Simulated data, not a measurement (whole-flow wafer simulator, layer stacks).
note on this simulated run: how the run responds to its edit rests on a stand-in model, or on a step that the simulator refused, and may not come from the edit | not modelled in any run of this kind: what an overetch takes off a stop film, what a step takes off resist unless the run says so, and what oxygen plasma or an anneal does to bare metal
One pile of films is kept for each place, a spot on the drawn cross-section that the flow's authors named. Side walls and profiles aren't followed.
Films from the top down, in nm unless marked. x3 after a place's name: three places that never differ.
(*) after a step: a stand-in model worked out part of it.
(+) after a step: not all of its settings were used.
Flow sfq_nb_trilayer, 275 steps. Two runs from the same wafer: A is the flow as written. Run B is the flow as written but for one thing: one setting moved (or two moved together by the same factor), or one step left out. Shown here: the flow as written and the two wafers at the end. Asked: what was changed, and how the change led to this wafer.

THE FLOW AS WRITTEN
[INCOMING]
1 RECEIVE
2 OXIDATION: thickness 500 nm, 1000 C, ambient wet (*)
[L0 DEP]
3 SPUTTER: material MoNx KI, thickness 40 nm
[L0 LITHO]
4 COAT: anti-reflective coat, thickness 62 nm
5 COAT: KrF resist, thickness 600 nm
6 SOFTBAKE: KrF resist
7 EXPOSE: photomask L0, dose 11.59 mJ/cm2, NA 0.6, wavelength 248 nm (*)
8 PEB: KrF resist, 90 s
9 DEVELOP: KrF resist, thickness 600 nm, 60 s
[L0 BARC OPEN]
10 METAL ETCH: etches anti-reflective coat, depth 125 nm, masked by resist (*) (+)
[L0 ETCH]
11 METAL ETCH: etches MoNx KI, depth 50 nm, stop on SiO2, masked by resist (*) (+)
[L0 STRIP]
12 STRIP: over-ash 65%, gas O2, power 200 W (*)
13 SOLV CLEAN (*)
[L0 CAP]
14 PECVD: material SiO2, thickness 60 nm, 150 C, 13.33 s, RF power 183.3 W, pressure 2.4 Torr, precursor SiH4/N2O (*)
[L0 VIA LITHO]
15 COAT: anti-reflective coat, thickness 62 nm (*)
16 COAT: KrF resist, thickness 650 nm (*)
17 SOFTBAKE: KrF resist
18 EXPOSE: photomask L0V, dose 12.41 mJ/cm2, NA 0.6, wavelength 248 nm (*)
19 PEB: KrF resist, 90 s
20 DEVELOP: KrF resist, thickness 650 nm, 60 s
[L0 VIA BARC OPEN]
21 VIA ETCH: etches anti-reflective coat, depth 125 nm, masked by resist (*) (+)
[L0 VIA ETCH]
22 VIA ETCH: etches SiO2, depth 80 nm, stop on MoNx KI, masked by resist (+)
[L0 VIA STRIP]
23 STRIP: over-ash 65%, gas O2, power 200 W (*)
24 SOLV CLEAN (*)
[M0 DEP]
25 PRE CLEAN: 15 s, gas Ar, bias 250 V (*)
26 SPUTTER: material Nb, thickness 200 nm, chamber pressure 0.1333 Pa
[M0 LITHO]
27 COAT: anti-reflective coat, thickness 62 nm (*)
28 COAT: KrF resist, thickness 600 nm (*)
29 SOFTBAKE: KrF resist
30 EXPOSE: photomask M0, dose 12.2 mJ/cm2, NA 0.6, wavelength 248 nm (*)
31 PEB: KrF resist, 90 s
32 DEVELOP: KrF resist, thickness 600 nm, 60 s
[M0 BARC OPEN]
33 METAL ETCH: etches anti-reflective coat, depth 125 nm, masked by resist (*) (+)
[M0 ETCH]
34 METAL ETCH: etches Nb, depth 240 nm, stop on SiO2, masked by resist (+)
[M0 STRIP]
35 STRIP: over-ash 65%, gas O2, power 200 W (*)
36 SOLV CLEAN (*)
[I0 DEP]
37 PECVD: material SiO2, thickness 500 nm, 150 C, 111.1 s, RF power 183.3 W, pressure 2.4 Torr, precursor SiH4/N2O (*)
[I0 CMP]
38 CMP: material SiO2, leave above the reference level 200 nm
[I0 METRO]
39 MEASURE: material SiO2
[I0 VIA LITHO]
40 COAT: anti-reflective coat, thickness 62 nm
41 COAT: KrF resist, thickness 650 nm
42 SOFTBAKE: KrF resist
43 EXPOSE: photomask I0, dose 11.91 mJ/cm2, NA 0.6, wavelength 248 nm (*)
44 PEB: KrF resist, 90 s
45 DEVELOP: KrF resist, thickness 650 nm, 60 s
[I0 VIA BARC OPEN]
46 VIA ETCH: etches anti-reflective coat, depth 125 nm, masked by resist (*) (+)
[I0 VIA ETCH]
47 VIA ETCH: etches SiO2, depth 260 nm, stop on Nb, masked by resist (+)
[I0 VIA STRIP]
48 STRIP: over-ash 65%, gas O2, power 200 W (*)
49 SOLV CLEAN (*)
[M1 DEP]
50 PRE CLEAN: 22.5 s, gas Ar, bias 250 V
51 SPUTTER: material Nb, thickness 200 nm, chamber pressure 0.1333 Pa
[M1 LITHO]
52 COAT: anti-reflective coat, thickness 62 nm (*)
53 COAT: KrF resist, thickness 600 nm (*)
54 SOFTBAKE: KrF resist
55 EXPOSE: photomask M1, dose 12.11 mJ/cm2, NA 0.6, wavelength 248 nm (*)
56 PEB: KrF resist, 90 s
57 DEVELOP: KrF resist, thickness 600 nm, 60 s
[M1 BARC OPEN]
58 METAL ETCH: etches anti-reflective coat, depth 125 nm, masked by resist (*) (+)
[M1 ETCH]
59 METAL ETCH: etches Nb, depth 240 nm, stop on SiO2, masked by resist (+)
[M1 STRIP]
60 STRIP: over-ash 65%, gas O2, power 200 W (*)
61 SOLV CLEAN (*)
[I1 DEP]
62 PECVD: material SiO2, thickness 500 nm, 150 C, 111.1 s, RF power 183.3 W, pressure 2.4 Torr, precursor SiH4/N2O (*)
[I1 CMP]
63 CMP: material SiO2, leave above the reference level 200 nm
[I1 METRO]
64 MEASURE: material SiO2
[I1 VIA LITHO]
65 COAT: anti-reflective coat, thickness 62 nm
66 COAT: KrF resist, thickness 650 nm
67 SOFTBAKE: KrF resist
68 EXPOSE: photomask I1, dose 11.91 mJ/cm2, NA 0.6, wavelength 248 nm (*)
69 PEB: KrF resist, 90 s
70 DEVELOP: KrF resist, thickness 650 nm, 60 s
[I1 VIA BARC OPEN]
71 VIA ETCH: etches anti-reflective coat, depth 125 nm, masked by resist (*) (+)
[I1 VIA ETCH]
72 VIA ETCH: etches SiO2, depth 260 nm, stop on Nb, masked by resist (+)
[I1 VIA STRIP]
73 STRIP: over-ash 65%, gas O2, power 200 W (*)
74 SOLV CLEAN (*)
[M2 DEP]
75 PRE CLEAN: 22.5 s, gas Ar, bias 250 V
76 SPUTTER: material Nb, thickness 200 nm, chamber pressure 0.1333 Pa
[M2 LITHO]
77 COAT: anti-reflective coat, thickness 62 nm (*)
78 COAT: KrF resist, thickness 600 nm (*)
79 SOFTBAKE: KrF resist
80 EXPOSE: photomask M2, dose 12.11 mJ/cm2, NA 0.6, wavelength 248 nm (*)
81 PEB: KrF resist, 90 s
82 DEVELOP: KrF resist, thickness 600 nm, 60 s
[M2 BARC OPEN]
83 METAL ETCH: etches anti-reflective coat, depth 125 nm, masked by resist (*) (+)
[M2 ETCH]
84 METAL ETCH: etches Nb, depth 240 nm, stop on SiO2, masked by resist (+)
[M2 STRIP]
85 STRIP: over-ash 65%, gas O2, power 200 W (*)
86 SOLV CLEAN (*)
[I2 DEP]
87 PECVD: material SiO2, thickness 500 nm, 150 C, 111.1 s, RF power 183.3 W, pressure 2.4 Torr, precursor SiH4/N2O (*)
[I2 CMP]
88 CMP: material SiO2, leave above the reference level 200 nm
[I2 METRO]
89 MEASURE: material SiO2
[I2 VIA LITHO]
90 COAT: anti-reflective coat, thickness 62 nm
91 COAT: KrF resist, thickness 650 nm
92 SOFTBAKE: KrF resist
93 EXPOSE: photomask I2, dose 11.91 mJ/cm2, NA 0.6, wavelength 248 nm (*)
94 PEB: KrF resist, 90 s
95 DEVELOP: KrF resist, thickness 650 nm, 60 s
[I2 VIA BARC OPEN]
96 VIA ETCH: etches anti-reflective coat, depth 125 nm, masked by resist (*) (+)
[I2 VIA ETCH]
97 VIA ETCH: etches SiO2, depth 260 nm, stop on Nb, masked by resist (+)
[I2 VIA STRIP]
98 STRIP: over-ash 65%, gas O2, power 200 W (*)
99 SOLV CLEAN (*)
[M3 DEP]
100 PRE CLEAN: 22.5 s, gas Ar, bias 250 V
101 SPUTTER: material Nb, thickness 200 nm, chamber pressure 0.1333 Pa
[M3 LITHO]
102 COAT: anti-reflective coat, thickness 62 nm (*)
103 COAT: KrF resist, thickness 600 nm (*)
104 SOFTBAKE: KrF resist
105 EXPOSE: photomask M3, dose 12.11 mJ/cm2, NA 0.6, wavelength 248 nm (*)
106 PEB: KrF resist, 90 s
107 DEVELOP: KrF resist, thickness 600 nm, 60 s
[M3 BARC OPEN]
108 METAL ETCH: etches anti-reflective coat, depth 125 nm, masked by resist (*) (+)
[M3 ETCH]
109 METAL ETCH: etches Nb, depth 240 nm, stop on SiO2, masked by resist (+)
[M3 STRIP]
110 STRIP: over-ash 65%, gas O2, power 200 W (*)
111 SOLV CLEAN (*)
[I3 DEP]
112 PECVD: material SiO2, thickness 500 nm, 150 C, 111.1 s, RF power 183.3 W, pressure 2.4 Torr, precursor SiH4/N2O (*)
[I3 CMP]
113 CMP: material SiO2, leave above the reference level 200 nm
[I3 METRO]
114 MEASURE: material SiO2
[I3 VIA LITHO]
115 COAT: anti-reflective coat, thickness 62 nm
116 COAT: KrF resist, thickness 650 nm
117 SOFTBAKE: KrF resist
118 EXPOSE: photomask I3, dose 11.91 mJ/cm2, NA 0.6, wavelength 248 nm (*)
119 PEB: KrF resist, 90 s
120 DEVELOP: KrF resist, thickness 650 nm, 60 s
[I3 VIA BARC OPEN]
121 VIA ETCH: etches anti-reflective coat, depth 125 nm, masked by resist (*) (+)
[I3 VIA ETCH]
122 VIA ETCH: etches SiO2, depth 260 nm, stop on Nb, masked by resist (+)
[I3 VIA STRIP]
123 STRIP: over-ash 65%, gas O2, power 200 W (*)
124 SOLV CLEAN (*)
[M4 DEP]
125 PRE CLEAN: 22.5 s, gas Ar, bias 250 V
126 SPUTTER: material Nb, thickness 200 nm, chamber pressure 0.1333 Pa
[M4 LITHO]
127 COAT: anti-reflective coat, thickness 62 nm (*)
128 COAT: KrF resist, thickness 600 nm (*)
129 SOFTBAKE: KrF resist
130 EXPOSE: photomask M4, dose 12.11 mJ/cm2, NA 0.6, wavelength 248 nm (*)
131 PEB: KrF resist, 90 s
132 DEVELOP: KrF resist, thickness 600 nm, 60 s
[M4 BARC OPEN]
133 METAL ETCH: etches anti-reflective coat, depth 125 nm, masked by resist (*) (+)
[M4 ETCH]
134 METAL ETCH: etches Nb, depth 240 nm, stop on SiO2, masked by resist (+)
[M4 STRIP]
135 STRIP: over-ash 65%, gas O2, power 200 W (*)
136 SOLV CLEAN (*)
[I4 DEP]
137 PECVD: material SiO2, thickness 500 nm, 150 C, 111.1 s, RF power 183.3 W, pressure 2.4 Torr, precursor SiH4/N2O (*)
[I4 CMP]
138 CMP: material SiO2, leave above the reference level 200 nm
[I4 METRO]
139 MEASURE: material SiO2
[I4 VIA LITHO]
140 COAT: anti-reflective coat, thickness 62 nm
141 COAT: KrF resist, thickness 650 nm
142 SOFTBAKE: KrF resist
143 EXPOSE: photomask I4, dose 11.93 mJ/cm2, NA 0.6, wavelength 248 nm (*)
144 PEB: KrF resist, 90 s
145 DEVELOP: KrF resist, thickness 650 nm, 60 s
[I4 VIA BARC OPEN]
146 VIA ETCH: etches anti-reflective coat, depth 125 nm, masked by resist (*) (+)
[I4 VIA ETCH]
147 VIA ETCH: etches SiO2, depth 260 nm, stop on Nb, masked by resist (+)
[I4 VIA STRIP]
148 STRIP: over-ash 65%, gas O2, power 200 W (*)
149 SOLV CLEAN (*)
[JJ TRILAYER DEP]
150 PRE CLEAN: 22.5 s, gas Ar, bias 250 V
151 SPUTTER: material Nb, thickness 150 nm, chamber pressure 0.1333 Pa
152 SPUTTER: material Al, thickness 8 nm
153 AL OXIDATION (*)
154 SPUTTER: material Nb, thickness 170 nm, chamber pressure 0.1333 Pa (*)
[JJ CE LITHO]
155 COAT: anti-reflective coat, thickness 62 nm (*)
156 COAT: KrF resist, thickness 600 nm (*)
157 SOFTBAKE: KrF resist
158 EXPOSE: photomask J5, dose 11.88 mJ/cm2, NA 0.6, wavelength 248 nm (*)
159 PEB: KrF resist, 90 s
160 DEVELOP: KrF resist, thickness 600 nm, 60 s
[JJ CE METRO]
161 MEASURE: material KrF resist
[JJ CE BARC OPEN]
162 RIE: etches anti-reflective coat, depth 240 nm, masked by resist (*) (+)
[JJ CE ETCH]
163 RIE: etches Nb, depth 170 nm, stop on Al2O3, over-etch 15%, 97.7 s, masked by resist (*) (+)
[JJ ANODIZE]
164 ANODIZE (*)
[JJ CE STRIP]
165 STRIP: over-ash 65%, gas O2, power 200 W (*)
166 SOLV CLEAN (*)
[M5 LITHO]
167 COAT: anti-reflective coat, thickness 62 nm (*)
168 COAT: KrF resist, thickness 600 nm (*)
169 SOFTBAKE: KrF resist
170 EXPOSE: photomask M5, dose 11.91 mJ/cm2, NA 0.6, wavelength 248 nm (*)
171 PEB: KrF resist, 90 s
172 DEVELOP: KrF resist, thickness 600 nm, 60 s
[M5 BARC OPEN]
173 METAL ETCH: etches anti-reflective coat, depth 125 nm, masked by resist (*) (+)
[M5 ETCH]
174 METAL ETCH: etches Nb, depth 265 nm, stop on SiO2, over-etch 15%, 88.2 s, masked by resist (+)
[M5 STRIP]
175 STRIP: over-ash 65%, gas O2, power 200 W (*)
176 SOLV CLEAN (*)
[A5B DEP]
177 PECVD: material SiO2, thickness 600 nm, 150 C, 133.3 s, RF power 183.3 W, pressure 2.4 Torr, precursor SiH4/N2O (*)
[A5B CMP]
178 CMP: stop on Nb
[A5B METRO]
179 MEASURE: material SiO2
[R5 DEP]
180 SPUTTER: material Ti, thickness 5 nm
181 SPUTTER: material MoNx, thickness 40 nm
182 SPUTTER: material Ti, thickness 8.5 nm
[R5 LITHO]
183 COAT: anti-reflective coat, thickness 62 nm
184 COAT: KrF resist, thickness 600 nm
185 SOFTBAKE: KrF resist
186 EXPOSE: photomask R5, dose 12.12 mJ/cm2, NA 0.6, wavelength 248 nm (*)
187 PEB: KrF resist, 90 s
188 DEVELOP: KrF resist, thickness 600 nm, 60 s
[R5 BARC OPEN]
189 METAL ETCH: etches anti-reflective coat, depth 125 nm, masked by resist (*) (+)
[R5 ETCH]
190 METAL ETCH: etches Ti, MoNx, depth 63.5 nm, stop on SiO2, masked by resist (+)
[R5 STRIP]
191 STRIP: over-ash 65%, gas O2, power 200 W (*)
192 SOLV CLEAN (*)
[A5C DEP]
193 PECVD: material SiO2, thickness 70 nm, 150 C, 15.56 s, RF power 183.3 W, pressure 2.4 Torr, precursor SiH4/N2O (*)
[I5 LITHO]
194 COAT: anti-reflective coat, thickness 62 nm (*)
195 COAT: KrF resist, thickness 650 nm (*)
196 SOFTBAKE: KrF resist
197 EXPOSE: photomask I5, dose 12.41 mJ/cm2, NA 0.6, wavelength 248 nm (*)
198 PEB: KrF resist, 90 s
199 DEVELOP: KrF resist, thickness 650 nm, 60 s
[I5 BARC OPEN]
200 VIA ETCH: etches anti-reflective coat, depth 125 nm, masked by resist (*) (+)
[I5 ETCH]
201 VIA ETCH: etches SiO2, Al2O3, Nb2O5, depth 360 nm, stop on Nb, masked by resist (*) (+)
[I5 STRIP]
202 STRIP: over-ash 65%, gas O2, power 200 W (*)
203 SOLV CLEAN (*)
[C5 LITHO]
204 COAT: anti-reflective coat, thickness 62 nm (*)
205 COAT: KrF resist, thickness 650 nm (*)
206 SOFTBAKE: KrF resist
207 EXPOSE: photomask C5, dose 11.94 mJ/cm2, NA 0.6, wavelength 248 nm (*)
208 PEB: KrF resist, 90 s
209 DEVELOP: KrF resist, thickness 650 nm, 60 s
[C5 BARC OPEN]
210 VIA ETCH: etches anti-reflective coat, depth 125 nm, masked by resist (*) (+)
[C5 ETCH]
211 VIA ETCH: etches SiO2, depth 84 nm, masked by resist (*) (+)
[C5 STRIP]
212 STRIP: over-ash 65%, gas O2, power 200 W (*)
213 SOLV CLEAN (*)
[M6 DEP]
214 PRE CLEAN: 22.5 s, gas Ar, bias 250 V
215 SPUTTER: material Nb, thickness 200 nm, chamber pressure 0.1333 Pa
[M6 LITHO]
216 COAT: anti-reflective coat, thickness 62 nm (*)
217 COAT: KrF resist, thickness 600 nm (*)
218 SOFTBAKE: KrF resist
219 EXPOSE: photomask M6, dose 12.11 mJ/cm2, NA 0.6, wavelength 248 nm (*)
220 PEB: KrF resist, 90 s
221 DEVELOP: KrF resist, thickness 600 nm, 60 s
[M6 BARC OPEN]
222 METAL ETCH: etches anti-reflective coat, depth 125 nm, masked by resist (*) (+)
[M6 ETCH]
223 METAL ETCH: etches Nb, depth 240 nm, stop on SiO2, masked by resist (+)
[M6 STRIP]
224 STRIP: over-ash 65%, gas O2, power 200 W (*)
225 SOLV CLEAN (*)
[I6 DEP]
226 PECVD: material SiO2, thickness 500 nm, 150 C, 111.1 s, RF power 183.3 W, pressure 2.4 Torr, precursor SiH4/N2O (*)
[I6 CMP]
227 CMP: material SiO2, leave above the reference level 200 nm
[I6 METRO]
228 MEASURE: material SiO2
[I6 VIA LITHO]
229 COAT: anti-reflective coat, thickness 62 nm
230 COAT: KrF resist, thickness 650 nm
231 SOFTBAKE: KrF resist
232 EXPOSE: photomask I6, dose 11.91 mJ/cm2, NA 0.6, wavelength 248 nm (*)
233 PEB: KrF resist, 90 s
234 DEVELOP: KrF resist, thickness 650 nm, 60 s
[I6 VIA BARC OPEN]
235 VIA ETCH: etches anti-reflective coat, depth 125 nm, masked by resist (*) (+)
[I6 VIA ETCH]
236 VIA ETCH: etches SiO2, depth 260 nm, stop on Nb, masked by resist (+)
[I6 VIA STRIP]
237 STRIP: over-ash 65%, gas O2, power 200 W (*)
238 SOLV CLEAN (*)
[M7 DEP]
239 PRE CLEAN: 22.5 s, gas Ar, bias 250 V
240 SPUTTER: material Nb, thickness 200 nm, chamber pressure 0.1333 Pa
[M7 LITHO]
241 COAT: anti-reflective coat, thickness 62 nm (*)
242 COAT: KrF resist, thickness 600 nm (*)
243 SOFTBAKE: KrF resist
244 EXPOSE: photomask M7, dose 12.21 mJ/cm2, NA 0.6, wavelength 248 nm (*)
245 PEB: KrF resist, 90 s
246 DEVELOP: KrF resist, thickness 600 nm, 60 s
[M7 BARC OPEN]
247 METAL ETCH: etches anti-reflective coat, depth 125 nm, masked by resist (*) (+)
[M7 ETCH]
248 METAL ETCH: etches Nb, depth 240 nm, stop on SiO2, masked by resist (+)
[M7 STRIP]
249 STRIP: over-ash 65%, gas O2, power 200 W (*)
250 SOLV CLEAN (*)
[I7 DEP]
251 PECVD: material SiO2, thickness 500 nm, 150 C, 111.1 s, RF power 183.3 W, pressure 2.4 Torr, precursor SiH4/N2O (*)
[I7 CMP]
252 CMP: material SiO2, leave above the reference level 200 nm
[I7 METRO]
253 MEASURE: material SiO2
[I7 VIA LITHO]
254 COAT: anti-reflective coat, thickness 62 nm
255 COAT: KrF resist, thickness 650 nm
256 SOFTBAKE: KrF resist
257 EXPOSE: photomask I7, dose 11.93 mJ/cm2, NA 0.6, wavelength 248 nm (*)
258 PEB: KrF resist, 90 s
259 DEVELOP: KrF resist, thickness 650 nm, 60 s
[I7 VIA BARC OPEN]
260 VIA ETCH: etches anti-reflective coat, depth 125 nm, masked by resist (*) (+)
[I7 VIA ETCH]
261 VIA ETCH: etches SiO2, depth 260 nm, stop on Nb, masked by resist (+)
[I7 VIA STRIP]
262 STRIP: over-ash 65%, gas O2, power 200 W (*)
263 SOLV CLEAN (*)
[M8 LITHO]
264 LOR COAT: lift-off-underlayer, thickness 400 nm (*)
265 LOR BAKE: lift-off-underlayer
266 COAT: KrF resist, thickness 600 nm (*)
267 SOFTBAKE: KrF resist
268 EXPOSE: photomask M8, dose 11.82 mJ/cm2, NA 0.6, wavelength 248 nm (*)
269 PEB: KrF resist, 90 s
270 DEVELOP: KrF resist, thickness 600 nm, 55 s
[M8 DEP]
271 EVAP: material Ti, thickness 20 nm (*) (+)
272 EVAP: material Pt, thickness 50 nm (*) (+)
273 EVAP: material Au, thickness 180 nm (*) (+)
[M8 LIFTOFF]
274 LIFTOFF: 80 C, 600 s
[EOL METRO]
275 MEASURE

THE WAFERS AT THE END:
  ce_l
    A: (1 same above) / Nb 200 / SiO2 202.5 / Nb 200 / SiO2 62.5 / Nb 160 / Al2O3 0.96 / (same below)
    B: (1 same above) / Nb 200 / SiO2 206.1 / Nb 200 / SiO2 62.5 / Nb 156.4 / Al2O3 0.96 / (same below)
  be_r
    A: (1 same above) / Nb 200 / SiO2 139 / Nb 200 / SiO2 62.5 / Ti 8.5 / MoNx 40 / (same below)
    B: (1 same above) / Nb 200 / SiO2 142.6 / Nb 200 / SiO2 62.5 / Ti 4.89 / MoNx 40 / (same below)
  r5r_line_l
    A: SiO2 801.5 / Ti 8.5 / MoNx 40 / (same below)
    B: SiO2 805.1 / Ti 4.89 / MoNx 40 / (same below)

The cause: step 182, SPUTTER: thickness 4.89 nm was run, where the flow has thickness 8.5 nm.
It can be read off the wafer: be_r has Ti 4.89, and step 182 as written asks for 8.5 nm.

How the change led to this, step by step:
  182 SPUTTER: material Ti, thickness 8.5 nm
      field_l, v_sur, via_wl and 103 more: A Ti +8.5 (new film) | B Ti +4.89 (new film)
  190 METAL ETCH: etches Ti, MoNx, depth 63.5 nm, stop on SiO2, masked by resist (+)
      field_l, v_sur, via_wl and 92 more: A Ti -8.5 (all of it), MoNx -40 (all of it), Ti -5 (all of it) | B Ti -4.89 (all of it), MoNx -40 (all of it), Ti -5 (all of it)
      ce_l, c5j, ce_r, wl_jj: A Ti -8.5 (all of it), MoNx -40 (all of it), Ti -5 (all of it), Nb -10 | B Ti -4.89 (all of it), MoNx -40 (all of it), Ti -5 (all of it), Nb -13.6
  194 COAT: anti-reflective coat, thickness 62 nm (*)
      ce_l: A anti-reflective coat +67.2 (new film) | B anti-reflective coat +68.8 (new film)
      ce_r: A anti-reflective coat +68.1 (new film) | B anti-reflective coat +69.6 (new film)
      (and at 1 more place)
  202 STRIP: over-ash 65%, gas O2, power 200 W (*)
      ce_l: A KrF resist -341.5 (all of it), anti-reflective coat -67.2 (all of it) | B KrF resist -342.5 (all of it), anti-reflective coat -68.8 (all of it)
      ce_r: A KrF resist -346.1 (all of it), anti-reflective coat -68.1 (all of it) | B KrF resist -346.7 (all of it), anti-reflective coat -69.6 (all of it)
      (and at 1 more place)
  204 COAT: anti-reflective coat, thickness 62 nm (*)
      ce_l: A anti-reflective coat +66 (new film) | B anti-reflective coat +67.6 (new film)
      ce_r: A anti-reflective coat +67.2 (new film) | B anti-reflective coat +68.7 (new film)
      (and at 1 more place)
  212 STRIP: over-ash 65%, gas O2, power 200 W (*)
      ce_l: A KrF resist -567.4 (all of it), anti-reflective coat -66 (all of it) | B KrF resist -568.1 (all of it), anti-reflective coat -67.6 (all of it)
      ce_r: A KrF resist -573.7 (all of it), anti-reflective coat -67.2 (all of it) | B KrF resist -574.1 (all of it), anti-reflective coat -68.7 (all of it)
      (and at 1 more place)
  216 COAT: anti-reflective coat, thickness 62 nm (*)
      r5r_spacepad_l, r5r_spacepad_r: A anti-reflective coat +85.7 (new film) | B anti-reflective coat +83.9 (new film)
      ce_l: A anti-reflective coat +48 (new film) | B anti-reflective coat +49.1 (new film)
      (and at 2 more places)
  222 METAL ETCH: etches anti-reflective coat, depth 125 nm, masked by resist (*) (+)
      r5r_spacepad_l, r5r_spacepad_r: A anti-reflective coat -85.7 (all of it) | B anti-reflective coat -83.9 (all of it)
  224 STRIP: over-ash 65%, gas O2, power 200 W (*)
      ce_l: A KrF resist -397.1 (all of it), anti-reflective coat -48 (all of it) | B KrF resist -398.4 (all of it), anti-reflective coat -49.1 (all of it)
      ce_r: A KrF resist -403.5 (all of it), anti-reflective coat -48.8 (all of it) | B KrF resist -404.5 (all of it), anti-reflective coat -49.9 (all of it)
      (and at 1 more place)
  227 CMP: material SiO2, leave above the reference level 200 nm
      r5r_line_l, r5r_line_c, r5r_line_r: A SiO2 -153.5 | B SiO2 -149.9
      r5r_spacepad_l, r5r_spacepad_r: A SiO2 -153.5 | B SiO2 -147.4
